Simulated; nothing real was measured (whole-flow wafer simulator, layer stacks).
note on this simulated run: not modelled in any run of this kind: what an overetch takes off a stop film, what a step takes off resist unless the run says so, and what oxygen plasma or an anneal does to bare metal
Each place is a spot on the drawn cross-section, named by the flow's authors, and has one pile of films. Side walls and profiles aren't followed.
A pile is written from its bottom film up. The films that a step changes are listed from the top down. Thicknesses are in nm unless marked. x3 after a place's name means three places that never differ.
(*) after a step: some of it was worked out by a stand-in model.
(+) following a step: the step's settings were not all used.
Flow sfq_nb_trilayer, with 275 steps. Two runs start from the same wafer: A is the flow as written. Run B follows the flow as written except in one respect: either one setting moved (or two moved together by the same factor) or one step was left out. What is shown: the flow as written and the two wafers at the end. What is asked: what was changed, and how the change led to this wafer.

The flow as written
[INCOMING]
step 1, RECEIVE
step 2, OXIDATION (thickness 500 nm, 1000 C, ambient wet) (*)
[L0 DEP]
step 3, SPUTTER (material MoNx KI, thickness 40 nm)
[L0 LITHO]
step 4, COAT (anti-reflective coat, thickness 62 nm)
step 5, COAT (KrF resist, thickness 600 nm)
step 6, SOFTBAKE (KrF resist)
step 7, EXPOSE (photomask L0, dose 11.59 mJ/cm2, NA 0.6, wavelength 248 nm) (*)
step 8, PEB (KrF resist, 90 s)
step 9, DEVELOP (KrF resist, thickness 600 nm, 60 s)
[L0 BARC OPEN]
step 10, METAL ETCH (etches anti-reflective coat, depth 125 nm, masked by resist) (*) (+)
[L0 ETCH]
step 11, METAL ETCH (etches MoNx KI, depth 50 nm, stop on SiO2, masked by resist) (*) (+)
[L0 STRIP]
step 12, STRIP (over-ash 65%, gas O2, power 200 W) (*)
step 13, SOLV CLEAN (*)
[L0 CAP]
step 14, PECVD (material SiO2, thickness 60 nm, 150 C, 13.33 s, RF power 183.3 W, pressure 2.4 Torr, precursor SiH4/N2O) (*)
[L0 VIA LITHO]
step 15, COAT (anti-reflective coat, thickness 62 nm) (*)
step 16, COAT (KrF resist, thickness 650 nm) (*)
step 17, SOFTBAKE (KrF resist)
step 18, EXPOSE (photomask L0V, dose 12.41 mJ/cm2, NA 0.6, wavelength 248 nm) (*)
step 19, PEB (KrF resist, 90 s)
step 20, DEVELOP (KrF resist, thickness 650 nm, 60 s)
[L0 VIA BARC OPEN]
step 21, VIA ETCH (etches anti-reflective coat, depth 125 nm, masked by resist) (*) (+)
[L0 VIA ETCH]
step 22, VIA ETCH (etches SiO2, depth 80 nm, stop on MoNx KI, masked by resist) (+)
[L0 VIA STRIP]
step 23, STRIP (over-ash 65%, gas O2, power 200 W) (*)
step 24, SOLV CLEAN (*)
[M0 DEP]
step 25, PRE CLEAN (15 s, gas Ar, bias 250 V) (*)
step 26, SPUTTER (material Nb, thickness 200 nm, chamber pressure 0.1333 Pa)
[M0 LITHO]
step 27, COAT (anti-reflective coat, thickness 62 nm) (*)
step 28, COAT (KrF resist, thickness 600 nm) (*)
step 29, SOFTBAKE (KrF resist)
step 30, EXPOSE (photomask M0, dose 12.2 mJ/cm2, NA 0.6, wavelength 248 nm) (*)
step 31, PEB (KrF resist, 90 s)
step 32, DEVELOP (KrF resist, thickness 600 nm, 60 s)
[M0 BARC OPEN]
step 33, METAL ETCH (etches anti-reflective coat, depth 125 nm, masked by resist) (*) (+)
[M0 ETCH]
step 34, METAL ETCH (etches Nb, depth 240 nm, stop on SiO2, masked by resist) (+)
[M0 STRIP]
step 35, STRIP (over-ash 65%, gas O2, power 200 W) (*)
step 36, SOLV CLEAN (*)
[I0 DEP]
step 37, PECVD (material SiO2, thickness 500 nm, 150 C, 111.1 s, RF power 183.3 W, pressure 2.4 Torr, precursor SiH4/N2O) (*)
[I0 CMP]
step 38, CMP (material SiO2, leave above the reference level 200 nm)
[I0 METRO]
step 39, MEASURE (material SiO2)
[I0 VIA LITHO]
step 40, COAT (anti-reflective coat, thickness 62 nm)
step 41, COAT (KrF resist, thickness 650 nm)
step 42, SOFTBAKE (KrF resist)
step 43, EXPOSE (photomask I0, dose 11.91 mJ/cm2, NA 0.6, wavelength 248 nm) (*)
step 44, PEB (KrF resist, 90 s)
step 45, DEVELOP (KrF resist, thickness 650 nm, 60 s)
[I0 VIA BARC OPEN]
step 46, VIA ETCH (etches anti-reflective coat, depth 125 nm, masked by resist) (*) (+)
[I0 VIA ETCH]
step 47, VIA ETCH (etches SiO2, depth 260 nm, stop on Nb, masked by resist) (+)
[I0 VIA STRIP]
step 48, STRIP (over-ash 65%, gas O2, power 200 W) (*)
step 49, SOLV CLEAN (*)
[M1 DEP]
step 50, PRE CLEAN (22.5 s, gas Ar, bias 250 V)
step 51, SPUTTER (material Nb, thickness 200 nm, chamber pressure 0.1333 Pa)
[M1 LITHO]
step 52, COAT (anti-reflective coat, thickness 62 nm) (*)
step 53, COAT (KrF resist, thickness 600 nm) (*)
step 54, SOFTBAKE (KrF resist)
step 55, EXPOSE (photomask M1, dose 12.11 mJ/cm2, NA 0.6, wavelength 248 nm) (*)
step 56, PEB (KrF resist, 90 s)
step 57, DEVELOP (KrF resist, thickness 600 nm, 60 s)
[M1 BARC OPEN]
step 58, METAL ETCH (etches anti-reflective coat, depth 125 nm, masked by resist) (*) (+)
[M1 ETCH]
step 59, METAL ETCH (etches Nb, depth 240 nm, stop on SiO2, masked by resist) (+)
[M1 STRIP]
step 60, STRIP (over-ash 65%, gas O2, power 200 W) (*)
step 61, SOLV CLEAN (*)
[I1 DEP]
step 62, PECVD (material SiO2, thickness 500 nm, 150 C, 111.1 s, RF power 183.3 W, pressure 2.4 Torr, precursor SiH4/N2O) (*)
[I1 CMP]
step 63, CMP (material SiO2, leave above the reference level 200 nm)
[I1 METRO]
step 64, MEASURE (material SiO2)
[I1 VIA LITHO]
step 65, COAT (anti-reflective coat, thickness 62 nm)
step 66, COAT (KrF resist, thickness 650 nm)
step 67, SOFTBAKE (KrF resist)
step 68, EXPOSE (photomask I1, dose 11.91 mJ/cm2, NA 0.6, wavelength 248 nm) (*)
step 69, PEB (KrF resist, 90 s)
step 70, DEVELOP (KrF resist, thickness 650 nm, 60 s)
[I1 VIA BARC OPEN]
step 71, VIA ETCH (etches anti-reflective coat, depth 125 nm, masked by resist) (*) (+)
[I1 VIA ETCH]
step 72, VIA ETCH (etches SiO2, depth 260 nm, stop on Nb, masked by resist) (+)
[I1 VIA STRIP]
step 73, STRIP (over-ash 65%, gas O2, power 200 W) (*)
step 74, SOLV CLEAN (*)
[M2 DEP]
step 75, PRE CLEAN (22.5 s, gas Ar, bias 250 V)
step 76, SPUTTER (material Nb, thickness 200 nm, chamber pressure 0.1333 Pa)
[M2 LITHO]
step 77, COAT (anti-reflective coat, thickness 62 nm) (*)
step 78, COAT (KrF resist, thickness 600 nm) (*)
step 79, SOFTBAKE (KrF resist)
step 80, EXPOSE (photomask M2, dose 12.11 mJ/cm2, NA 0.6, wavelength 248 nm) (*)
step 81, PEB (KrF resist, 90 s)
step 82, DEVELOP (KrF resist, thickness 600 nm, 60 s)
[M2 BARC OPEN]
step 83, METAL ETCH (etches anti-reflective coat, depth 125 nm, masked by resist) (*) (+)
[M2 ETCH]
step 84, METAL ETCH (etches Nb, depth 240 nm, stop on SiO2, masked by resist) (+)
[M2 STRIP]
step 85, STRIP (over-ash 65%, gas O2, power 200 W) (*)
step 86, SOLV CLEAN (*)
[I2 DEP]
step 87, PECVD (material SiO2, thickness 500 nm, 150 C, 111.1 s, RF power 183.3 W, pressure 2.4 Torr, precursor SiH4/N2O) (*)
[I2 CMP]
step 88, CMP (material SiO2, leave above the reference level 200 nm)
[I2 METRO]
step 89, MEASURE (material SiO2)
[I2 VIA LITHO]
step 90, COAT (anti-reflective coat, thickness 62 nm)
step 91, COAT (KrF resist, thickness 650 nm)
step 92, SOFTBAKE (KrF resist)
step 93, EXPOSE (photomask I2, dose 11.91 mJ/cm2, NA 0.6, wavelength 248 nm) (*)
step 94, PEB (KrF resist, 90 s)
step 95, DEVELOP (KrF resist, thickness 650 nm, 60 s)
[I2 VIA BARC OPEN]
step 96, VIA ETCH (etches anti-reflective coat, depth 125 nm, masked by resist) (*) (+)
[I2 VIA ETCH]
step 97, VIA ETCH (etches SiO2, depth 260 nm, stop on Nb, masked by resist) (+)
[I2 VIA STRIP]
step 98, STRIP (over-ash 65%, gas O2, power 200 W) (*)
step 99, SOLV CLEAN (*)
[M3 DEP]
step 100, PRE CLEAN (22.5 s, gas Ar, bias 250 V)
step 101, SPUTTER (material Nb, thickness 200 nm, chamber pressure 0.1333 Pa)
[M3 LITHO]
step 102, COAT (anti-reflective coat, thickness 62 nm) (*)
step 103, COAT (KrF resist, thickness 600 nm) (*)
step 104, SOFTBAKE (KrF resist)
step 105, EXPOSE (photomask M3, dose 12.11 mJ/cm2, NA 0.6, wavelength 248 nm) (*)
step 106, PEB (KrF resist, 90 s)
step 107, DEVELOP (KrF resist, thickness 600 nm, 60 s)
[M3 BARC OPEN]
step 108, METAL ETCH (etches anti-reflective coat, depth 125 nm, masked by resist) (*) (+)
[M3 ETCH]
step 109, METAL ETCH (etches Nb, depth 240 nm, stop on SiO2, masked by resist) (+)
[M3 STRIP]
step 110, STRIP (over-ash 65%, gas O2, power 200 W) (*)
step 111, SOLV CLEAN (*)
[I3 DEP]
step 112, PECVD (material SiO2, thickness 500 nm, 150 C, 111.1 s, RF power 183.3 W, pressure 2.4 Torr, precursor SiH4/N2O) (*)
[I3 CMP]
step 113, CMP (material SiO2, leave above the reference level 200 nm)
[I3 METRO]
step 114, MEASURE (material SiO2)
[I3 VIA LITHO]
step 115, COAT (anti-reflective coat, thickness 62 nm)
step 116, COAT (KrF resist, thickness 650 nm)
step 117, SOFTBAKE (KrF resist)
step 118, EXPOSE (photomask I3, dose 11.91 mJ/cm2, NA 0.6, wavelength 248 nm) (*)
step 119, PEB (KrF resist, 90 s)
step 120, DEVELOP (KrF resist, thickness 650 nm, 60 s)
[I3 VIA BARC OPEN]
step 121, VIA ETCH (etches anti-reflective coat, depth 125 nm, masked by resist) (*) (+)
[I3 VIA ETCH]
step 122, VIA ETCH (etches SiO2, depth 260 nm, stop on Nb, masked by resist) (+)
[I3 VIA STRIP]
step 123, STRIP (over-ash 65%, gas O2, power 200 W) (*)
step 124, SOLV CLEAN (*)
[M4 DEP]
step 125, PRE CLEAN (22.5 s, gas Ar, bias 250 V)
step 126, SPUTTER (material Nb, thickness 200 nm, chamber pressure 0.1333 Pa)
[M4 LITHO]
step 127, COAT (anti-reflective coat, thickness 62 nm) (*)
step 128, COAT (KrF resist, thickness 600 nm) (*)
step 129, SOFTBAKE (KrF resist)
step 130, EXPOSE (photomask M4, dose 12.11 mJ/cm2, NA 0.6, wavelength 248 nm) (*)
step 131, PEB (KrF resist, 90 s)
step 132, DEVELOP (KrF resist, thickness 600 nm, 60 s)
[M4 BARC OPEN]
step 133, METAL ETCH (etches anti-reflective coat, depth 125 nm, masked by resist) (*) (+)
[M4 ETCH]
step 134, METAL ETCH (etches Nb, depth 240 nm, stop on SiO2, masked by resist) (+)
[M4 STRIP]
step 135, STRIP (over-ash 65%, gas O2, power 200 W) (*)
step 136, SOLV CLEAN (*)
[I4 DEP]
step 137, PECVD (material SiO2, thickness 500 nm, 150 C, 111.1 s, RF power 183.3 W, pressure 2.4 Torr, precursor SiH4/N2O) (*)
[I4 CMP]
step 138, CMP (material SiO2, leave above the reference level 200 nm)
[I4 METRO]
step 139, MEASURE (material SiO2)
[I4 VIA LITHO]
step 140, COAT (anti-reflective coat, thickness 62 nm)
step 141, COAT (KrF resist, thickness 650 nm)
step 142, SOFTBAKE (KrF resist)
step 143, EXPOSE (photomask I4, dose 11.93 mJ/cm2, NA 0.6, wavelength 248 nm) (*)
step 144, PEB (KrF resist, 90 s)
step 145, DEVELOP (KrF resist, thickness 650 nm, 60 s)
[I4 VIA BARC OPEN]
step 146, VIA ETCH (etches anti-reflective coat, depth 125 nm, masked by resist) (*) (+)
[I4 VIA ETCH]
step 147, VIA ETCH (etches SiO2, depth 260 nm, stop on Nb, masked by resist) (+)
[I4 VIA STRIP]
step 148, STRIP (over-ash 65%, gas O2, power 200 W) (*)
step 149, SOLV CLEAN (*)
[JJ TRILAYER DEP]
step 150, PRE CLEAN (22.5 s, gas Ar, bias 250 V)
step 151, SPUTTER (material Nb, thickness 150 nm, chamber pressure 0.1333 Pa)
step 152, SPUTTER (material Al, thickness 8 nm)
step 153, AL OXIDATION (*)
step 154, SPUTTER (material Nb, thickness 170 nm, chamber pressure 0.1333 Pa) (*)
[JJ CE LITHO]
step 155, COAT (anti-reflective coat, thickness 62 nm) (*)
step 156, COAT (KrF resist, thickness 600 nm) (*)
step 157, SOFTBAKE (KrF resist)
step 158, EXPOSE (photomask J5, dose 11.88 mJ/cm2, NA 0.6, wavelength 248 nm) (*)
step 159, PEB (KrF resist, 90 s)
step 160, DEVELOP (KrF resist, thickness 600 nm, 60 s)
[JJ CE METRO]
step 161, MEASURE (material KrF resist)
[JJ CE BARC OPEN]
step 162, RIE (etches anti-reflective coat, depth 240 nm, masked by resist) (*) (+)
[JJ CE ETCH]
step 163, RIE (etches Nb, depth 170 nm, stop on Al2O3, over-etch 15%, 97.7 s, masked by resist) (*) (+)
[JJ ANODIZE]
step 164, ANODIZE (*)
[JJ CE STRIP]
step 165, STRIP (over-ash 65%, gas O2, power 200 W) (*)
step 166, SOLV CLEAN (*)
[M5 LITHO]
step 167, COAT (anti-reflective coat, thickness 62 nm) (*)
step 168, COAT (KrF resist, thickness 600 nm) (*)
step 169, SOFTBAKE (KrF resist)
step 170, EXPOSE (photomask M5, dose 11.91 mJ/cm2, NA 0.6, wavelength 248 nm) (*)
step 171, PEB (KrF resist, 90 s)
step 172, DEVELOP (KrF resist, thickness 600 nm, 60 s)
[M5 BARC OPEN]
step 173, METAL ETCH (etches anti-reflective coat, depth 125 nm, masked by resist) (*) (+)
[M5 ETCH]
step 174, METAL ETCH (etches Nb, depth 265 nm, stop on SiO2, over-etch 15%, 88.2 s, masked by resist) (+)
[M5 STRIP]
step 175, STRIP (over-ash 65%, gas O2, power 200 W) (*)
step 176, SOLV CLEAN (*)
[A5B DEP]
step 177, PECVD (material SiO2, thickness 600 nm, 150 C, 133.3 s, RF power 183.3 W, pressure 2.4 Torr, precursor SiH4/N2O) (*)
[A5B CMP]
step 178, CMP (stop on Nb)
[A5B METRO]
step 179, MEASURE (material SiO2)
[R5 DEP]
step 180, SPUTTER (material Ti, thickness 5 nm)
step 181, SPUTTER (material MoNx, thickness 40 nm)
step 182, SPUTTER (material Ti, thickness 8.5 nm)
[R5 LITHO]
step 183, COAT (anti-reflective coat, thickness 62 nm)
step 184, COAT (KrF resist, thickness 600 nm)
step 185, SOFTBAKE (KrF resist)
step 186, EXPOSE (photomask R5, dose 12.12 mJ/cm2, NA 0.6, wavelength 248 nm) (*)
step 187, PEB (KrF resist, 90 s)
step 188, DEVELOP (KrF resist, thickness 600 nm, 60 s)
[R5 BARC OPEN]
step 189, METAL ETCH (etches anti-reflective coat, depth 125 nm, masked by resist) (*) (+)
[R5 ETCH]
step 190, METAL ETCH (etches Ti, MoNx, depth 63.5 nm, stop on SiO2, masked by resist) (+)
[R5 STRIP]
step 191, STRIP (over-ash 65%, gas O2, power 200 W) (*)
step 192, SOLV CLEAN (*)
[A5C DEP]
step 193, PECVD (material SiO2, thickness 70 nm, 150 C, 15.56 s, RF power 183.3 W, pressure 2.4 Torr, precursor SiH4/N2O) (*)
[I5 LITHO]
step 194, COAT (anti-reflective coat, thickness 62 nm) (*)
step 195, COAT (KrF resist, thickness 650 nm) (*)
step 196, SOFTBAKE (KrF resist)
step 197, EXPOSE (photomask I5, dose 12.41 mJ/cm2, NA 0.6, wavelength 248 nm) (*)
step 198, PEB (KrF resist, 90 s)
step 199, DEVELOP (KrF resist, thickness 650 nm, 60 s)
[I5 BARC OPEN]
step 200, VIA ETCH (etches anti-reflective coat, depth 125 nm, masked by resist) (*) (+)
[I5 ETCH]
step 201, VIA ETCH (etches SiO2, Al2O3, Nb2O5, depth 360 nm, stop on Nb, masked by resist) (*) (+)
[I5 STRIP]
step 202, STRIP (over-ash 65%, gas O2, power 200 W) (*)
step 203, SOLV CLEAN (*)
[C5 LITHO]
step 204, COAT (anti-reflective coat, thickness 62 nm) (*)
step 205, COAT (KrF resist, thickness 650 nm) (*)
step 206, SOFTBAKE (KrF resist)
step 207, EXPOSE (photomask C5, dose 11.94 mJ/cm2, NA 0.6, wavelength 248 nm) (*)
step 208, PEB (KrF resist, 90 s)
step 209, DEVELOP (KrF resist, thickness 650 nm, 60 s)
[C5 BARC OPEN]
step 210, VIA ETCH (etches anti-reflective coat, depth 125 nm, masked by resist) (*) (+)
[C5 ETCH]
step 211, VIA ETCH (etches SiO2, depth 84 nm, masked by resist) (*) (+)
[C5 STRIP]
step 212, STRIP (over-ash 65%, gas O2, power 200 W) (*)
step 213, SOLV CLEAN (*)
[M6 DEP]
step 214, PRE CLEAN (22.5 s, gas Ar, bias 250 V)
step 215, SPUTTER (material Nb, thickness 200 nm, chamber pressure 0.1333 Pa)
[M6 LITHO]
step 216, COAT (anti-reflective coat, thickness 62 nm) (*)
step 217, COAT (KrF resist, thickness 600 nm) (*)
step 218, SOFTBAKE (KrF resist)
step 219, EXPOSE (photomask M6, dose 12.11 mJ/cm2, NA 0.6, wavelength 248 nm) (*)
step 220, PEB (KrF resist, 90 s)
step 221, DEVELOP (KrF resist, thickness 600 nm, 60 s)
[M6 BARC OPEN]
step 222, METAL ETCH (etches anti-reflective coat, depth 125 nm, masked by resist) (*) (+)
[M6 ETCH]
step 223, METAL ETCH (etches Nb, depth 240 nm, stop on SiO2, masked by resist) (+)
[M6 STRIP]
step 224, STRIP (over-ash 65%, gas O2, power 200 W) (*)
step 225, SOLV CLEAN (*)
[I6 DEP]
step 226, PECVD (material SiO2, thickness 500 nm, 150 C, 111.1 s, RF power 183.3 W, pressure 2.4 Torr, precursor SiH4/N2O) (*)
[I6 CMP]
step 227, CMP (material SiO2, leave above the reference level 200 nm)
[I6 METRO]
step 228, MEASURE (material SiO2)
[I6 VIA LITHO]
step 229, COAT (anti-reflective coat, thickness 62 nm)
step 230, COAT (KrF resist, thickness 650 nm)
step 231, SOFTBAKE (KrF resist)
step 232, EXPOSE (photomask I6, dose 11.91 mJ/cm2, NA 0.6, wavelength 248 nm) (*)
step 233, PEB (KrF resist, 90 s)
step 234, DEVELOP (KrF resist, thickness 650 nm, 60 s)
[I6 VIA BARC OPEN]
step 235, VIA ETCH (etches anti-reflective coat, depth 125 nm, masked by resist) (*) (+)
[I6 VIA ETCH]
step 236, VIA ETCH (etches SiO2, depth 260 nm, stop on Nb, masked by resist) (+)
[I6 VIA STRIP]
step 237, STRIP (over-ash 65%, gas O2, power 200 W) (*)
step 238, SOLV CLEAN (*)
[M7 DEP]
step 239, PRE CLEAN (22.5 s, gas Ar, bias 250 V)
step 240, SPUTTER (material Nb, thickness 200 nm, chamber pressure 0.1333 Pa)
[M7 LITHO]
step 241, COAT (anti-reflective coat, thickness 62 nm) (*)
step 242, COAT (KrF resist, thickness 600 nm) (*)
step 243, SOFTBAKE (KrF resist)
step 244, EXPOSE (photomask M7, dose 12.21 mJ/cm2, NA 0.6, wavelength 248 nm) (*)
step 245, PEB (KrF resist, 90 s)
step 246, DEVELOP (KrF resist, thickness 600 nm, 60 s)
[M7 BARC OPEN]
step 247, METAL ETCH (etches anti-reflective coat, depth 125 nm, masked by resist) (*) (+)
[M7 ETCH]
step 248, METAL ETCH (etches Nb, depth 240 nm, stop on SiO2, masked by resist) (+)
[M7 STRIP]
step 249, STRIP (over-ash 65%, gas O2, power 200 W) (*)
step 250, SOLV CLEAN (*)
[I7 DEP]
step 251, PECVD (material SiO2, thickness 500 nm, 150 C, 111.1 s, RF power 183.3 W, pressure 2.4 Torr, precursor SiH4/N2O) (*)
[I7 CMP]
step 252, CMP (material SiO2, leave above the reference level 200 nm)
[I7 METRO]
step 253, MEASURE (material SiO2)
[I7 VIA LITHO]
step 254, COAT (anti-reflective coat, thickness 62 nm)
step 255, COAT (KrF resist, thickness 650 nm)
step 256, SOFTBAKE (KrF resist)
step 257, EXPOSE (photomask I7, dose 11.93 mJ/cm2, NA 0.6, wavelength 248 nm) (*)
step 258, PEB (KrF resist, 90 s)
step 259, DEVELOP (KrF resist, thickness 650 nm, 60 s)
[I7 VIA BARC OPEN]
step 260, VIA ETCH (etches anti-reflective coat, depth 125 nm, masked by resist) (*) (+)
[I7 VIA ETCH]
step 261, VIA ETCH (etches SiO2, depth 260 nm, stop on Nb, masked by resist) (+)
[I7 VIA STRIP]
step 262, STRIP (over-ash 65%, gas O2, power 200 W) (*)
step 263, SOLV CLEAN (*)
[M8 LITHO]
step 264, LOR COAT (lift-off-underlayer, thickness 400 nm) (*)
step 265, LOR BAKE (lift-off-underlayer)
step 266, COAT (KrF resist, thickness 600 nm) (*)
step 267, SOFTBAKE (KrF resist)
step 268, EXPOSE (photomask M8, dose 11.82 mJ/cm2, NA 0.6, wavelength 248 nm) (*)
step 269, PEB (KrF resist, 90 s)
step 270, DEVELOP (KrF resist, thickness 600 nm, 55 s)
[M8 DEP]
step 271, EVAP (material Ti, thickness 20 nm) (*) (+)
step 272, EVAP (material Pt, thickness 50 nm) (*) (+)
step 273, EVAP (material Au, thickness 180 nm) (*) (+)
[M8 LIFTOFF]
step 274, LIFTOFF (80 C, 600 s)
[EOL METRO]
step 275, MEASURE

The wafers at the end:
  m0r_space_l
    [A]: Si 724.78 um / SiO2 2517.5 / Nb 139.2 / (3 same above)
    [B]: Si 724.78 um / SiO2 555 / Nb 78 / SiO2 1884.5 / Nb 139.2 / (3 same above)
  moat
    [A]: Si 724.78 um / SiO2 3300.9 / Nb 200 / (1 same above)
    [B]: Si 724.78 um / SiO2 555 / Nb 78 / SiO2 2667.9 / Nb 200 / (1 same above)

What caused this: step 34, METAL ETCH: depth 122 nm was run, whereas the flow has depth 240 nm.

Step by step, how the change led to this:
  step 34, METAL ETCH (etches Nb, depth 240 nm, stop on SiO2, masked by resist) (+)
      moat, m0r_space_l, m0r_space_r: A -200 Nb (all of it) | B -122 Nb
      field_l, v_sur, via_wl and 100 more: A -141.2 KrF resist | B -71.8 KrF resist
  step 35, STRIP (over-ash 65%, gas O2, power 200 W) (*)
      p4_fl, p4_fm, p4_w1 and 68 more: A -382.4 KrF resist (all of it), -62 anti-reflective coat (all of it) | B -451.8 KrF resist (all of it), -62 anti-reflective coat (all of it)
      ce_r, sp_r, be_r, r_sur: A -389 KrF resist (all of it), -63.6 anti-reflective coat (all of it) | B -458.4 KrF resist (all of it), -63.6 anti-reflective coat (all of it)
      (as well as at 28 more places)
  step 37, PECVD (material SiO2, thickness 500 nm, 150 C, 111.1 s, RF power 183.3 W, pressure 2.4 Torr, precursor SiH4/N2O) (*)
      moat, m0r_space_l, m0r_space_r: A +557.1 SiO2 | B +500 SiO2 (new film)
  step 38, CMP (material SiO2, leave above the reference level 200 nm)
      moat, m0r_space_l, m0r_space_r: A -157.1 SiO2 | B -178 SiO2
Taking metal films that touch as one body, m0r_space_l has 2 bodies (between them, from the top down: SiO2 1884.5); the flow as written gives 1 body.
Taking metal films that touch as one body, moat has 2 bodies (between them, from the top down: SiO2 2667.9); the flow as written gives 1 body.
